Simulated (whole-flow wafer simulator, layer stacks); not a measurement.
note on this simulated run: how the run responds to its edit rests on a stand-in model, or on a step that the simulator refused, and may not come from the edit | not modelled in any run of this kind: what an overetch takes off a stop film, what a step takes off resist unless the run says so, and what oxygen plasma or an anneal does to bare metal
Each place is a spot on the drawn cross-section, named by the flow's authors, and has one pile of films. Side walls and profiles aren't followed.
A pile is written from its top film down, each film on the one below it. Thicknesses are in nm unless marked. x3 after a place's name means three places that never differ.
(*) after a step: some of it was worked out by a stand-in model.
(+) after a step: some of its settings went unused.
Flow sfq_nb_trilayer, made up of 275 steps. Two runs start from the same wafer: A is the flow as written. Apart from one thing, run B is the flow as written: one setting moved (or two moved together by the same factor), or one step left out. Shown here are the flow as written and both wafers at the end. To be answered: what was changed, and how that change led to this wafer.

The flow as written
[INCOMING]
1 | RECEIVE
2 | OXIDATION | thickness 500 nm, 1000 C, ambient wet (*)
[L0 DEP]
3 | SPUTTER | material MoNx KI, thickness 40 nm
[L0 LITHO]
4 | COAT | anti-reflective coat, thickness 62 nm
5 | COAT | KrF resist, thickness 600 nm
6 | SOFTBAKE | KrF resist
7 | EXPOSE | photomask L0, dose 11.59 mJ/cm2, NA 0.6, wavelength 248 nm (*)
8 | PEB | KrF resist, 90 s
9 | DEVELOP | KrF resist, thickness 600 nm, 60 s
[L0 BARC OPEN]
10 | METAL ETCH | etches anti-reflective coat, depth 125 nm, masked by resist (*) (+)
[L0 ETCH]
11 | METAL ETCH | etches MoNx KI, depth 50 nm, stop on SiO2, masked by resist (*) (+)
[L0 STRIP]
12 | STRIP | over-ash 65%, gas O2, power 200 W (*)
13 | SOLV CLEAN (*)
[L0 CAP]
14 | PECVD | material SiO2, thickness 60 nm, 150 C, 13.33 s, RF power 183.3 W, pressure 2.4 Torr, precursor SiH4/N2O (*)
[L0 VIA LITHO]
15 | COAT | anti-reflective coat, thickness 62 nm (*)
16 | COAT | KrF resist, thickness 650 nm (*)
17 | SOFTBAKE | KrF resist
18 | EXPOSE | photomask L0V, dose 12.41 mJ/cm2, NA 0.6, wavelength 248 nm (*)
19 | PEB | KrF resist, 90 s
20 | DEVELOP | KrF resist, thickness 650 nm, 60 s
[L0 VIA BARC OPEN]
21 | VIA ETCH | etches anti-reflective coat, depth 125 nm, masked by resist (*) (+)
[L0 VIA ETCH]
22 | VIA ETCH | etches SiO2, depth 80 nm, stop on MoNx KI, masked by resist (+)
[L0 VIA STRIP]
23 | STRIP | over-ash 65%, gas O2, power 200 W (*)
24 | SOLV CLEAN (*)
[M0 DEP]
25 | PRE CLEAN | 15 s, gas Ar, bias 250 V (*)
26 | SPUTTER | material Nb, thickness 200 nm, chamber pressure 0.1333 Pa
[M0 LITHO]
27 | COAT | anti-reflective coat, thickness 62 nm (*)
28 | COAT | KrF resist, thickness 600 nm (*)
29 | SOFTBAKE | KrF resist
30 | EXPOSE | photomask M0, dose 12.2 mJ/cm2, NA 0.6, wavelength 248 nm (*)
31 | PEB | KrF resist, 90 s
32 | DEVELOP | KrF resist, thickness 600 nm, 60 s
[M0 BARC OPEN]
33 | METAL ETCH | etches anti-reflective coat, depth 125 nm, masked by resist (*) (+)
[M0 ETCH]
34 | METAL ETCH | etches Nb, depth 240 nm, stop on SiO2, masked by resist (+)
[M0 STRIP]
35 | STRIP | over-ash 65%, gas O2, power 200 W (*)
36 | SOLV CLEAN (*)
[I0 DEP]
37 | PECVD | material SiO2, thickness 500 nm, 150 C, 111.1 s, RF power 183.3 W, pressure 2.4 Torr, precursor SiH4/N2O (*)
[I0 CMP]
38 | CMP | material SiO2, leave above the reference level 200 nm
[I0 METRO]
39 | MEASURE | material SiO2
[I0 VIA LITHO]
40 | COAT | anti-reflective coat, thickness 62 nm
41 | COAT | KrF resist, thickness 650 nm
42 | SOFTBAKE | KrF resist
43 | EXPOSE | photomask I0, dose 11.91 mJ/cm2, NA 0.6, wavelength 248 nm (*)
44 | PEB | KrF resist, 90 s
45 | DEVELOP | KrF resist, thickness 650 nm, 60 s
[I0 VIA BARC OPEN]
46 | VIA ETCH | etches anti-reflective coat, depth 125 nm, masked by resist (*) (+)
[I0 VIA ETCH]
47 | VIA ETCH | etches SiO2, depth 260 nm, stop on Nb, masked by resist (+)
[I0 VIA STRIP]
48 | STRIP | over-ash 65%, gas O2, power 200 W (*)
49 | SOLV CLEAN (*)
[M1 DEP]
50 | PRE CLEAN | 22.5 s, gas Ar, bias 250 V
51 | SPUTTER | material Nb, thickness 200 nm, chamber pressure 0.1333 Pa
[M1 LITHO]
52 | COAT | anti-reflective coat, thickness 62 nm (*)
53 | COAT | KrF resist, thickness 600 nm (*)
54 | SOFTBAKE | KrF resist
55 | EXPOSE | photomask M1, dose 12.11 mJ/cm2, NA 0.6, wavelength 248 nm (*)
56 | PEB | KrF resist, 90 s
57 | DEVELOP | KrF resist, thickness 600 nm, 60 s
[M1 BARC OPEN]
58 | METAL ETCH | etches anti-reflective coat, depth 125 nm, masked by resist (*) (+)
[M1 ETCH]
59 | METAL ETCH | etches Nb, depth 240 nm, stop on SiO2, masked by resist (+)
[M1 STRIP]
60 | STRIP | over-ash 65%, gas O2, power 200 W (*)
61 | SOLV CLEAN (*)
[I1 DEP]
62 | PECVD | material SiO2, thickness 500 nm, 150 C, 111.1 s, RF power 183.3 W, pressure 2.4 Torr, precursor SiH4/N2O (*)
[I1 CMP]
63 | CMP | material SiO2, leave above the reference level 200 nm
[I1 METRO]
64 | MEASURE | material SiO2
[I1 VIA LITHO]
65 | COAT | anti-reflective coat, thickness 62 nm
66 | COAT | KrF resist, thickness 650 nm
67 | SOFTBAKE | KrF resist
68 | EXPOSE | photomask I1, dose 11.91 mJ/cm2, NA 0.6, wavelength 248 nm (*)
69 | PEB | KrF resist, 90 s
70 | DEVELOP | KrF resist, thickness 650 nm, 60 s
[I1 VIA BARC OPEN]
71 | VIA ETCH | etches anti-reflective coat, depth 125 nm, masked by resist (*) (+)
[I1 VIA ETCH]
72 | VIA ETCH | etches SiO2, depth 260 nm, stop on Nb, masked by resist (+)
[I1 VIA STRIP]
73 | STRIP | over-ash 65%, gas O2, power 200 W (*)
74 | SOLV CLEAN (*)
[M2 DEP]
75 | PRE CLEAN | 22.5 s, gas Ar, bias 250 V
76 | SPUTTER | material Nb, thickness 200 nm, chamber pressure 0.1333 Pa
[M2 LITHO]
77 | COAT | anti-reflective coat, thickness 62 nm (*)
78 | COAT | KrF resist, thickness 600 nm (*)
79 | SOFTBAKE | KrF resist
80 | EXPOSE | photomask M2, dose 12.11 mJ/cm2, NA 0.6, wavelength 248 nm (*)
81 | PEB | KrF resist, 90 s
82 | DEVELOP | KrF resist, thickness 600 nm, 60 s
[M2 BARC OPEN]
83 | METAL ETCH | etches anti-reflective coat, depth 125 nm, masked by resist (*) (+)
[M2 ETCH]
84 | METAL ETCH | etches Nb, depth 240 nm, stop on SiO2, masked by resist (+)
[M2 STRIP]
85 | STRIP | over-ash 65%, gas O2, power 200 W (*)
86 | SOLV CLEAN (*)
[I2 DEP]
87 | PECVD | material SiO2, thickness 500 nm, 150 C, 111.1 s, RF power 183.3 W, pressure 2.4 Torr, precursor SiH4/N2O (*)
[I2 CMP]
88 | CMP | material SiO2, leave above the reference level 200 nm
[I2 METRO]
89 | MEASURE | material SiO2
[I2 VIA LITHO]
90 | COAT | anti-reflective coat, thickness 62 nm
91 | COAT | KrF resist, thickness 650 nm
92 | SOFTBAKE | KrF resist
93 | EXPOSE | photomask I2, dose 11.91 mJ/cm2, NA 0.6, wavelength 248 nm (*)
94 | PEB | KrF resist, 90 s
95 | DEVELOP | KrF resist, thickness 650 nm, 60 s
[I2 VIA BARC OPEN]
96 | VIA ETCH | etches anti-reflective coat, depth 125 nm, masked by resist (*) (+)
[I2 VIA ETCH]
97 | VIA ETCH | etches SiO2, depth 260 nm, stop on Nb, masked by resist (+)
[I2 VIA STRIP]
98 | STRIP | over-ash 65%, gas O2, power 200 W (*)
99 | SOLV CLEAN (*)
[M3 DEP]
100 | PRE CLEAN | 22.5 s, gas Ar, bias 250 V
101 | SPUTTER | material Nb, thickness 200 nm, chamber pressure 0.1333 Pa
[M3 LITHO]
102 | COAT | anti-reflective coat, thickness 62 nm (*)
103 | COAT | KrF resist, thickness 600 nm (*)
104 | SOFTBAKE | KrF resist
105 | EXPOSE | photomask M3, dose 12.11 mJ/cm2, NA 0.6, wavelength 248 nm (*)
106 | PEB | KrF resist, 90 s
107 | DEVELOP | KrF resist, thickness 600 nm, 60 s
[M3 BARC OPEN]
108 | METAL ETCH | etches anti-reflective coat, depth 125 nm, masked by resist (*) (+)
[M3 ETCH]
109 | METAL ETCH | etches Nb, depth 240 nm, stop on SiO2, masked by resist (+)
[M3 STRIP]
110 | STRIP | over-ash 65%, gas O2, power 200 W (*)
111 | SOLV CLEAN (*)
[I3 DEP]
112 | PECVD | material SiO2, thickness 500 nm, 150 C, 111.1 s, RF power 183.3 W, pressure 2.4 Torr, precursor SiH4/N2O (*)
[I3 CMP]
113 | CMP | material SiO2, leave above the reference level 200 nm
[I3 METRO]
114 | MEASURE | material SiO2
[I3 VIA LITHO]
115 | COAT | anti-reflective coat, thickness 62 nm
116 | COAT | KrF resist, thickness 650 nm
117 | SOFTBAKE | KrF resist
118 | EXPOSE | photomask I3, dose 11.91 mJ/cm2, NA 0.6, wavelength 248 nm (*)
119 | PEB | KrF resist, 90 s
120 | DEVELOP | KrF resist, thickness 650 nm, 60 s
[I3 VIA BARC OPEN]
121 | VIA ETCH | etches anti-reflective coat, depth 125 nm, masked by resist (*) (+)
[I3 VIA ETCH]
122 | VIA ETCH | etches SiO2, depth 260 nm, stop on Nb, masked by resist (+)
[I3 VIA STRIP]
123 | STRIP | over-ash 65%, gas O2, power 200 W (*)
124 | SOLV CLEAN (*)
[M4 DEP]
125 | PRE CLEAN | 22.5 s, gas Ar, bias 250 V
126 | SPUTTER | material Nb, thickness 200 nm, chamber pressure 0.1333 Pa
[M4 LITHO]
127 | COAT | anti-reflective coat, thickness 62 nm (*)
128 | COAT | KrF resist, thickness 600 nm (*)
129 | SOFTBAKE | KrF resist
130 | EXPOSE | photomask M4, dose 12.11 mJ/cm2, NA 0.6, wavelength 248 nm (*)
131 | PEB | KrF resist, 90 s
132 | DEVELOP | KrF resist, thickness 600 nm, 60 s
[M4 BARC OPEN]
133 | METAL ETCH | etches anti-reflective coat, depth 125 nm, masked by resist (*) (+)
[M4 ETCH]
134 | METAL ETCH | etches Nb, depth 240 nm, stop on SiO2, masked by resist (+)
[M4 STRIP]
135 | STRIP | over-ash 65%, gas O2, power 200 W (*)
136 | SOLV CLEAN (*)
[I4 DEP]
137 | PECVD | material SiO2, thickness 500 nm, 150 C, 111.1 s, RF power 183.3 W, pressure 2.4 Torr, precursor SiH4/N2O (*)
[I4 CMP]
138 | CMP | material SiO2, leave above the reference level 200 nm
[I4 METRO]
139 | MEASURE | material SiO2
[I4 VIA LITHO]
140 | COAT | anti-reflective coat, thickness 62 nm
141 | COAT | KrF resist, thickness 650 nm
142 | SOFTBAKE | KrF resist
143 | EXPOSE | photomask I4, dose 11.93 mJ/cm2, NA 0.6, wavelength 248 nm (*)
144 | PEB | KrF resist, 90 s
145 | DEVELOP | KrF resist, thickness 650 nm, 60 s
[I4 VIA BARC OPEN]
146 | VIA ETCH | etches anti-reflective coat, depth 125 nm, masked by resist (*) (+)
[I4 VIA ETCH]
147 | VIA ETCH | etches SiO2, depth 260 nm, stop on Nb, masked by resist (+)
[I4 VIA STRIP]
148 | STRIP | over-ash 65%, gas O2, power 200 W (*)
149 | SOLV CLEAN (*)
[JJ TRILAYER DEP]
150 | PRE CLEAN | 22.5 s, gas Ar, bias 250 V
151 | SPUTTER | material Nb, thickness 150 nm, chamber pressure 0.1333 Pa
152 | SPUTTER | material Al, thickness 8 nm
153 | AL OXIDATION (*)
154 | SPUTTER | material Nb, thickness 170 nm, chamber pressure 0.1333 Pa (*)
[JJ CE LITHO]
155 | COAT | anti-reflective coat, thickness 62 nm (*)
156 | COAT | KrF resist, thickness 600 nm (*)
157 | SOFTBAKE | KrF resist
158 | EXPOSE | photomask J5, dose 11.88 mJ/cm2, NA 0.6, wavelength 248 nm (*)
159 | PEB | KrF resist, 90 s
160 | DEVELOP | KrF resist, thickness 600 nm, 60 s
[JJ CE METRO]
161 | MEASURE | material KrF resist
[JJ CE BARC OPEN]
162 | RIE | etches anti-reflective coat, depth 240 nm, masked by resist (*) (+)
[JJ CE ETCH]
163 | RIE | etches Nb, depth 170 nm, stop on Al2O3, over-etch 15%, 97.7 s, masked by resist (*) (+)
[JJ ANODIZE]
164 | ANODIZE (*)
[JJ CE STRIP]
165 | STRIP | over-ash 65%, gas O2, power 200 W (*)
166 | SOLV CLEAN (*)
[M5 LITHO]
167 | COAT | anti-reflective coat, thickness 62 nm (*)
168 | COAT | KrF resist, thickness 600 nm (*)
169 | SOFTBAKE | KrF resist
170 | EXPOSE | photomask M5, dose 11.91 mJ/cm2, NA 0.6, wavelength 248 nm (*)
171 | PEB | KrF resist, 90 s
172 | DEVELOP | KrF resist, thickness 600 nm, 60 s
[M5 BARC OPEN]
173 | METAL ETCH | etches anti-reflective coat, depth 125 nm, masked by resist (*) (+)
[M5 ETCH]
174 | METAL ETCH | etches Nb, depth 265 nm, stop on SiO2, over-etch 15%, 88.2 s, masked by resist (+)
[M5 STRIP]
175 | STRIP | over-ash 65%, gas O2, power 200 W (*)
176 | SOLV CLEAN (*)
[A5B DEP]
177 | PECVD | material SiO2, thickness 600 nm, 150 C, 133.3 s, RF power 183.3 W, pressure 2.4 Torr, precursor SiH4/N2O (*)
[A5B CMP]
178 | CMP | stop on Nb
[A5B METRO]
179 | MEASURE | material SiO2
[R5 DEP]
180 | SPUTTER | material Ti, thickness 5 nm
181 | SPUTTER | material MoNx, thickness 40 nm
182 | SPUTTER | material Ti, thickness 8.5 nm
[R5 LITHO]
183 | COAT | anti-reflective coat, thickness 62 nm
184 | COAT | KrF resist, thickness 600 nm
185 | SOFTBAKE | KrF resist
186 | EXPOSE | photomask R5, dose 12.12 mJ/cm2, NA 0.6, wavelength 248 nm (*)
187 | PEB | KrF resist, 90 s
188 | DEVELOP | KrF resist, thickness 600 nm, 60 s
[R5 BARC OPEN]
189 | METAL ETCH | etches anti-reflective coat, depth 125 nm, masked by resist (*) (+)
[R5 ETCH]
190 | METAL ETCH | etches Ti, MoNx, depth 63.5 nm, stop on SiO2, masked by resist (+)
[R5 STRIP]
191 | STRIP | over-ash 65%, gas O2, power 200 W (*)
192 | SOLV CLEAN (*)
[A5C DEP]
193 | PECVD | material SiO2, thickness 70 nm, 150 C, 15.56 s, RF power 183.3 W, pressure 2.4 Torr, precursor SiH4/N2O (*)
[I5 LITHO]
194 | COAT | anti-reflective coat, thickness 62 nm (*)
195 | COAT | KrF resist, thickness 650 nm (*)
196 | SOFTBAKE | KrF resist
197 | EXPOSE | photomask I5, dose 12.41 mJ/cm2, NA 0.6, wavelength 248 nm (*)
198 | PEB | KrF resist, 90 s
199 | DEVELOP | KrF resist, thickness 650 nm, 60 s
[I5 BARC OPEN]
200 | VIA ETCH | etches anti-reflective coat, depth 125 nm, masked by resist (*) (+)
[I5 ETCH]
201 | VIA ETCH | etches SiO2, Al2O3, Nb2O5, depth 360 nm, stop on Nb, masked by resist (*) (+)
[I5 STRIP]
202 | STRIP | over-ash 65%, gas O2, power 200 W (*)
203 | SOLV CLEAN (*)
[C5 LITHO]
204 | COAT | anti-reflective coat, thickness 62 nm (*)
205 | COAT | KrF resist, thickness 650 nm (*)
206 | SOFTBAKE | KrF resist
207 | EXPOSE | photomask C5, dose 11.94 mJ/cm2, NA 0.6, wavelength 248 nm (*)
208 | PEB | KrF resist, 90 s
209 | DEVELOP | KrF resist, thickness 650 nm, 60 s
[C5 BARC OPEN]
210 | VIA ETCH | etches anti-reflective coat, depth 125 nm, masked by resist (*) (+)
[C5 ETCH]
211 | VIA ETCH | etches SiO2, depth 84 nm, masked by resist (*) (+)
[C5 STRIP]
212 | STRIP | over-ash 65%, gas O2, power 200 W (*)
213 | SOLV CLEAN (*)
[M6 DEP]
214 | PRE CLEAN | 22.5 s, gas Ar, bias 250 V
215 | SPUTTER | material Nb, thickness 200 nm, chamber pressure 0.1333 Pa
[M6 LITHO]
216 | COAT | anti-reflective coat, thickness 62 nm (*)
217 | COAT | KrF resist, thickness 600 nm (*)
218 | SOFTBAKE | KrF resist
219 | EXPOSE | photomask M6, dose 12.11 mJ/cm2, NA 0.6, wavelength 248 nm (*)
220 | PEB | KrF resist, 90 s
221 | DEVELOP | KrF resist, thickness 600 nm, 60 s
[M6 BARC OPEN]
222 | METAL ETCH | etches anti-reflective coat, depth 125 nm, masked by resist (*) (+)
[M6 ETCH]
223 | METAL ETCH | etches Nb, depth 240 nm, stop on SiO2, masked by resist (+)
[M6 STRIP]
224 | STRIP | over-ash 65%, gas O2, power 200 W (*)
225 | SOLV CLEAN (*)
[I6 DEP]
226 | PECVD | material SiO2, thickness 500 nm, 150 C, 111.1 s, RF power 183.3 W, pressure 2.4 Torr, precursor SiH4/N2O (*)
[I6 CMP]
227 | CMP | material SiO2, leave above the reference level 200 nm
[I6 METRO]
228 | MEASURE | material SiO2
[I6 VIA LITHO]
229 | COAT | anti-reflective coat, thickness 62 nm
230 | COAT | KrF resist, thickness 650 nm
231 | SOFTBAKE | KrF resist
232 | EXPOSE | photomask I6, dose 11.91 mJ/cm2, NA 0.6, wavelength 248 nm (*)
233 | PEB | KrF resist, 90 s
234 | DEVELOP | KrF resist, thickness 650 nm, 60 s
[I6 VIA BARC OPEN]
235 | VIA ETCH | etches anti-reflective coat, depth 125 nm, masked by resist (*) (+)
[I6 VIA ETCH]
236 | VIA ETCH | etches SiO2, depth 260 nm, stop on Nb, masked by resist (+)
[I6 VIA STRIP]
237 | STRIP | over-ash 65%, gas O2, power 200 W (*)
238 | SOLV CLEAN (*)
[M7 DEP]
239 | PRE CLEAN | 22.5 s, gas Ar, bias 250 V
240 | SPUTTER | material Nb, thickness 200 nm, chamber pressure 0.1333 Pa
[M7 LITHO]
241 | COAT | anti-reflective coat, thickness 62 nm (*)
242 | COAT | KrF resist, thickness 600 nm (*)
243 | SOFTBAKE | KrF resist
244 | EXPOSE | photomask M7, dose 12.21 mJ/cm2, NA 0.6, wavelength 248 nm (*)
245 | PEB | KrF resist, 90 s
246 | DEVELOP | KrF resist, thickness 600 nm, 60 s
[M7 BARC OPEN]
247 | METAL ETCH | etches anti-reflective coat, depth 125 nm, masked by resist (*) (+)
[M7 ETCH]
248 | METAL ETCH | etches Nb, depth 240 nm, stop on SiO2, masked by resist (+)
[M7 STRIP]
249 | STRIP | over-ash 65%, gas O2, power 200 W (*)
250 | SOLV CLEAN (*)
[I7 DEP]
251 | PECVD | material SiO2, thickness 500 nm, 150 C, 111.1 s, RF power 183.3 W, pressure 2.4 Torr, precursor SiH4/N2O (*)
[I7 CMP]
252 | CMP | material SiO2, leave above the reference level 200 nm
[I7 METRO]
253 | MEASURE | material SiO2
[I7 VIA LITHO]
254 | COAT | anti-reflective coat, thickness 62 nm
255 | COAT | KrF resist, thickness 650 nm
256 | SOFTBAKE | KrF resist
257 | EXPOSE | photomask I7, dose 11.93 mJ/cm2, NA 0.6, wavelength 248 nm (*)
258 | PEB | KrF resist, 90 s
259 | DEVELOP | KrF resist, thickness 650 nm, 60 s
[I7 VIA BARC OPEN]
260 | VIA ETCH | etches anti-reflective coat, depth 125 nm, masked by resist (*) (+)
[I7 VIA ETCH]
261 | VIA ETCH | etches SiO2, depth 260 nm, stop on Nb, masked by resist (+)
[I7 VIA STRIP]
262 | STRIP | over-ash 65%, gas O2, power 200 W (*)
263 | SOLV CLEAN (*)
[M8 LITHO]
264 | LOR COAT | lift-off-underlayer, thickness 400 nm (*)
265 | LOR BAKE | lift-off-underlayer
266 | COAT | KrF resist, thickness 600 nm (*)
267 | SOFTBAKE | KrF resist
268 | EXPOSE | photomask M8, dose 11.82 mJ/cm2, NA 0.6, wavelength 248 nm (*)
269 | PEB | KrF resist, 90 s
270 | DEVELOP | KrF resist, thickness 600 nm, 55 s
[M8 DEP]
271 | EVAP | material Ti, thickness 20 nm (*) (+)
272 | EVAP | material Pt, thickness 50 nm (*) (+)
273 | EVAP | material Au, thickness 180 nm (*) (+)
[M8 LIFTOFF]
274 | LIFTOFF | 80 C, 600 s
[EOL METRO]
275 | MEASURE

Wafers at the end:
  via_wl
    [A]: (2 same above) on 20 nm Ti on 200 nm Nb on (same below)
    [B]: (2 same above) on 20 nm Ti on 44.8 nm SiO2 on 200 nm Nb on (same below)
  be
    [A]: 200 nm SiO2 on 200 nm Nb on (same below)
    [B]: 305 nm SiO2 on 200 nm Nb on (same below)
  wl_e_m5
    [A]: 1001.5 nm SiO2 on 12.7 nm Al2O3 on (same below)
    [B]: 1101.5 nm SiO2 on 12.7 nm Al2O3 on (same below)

Cause: step 252, CMP: leave above the reference level 305 nm was run, though the flow has leave above the reference level 200 nm.
One can read it off the wafer: be has SiO2 305, and step 252 as written asks for 200 nm.

Step by step, how the change led to this:
  252 | CMP | material SiO2, leave above the reference level 200 nm
      field_l, p4_fl, p4_fm and 56 more: A -100 SiO2 | B nothing
      field_r, lsp_l: A -77.7 SiO2 | B nothing
      (and at 45 other places as well)
  254 | COAT | anti-reflective coat, thickness 62 nm
      m5r_linepad_l x2: A +62 anti-reflective coat (new film) | B +64 anti-reflective coat (new film)
      r5r_spacepad_l, r5r_spacepad_r: A +62 anti-reflective coat (new film) | B +64.1 anti-reflective coat (new film)
      (and at 9 other places as well)
  261 | VIA ETCH | etches SiO2, depth 260 nm, stop on Nb, masked by resist (+)
      via_wl, via_w, via_wr: A -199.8 SiO2 (all of it) | B -260 SiO2
  262 | STRIP | over-ash 65%, gas O2, power 200 W (*)
      m5r_linepad_l x2: A -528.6 KrF resist (all of it), -62 anti-reflective coat (all of it) | B -528 KrF resist (all of it), -64 anti-reflective coat (all of it)
      r5r_spacepad_l, r5r_spacepad_r: A -528.6 KrF resist (all of it), -62 anti-reflective coat (all of it) | B -528.2 KrF resist (all of it), -64.1 anti-reflective coat (all of it)
      (and at 9 other places as well)
  264 | LOR COAT | lift-off-underlayer, thickness 400 nm (*)
      v_sur: A +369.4 lift-off-underlayer (new film) | B +359.8 lift-off-underlayer (new film)
      via_wl: A +549.8 lift-off-underlayer (new film) | B +593.1 lift-off-underlayer (new film)
      (and at 6 other places as well)
  270 | DEVELOP | KrF resist, thickness 600 nm, 55 s
      v_sur: A -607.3 KrF resist (all of it), -369.4 lift-off-underlayer (all of it) | B -608.4 KrF resist (all of it), -359.8 lift-off-underlayer (all of it)
      via_wl: A -623.9 KrF resist (all of it), -549.8 lift-off-underlayer (all of it) | B -631.3 KrF resist (all of it), -593.1 lift-off-underlayer (all of it)
      (and at 3 other places as well)
  274 | LIFTOFF | 80 C, 600 s
      field_r: A -180 Au (all of it), -50 Pt (all of it), -20 Ti (all of it), -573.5 KrF resist (all of it), -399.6 lift-off-underlayer (all of it) | B -180 Au (all of it), -50 Pt (all of it), -20 Ti (all of it), -576.7 KrF resist (all of it), -417.3 lift-off-underlayer (all of it)
      lsp_l: A -180 Au (all of it), -50 Pt (all of it), -20 Ti (all of it), -573.4 KrF resist (all of it), -399.6 lift-off-underlayer (all of it) | B -180 Au (all of it), -50 Pt (all of it), -20 Ti (all of it), -577.3 KrF resist (all of it), -416.3 lift-off-underlayer (all of it)
      (and at 1 other place as well)
With metal films that touch counted as one body, via_wl has 8 bodies (between them, from the top down: SiO2 44.8; SiO2 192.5; SiO2 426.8 / Al2O3 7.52 / Nb2O5 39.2; SiO2 192.5; SiO2 192.5; SiO2 192.5; SiO2 192.5); the flow as written gives 7 bodies (between them, from the top down: SiO2 192.5; SiO2 426.8 / Al2O3 7.52 / Nb2O5 39.2; SiO2 192.5; SiO2 192.5; SiO2 192.5; SiO2 192.5).
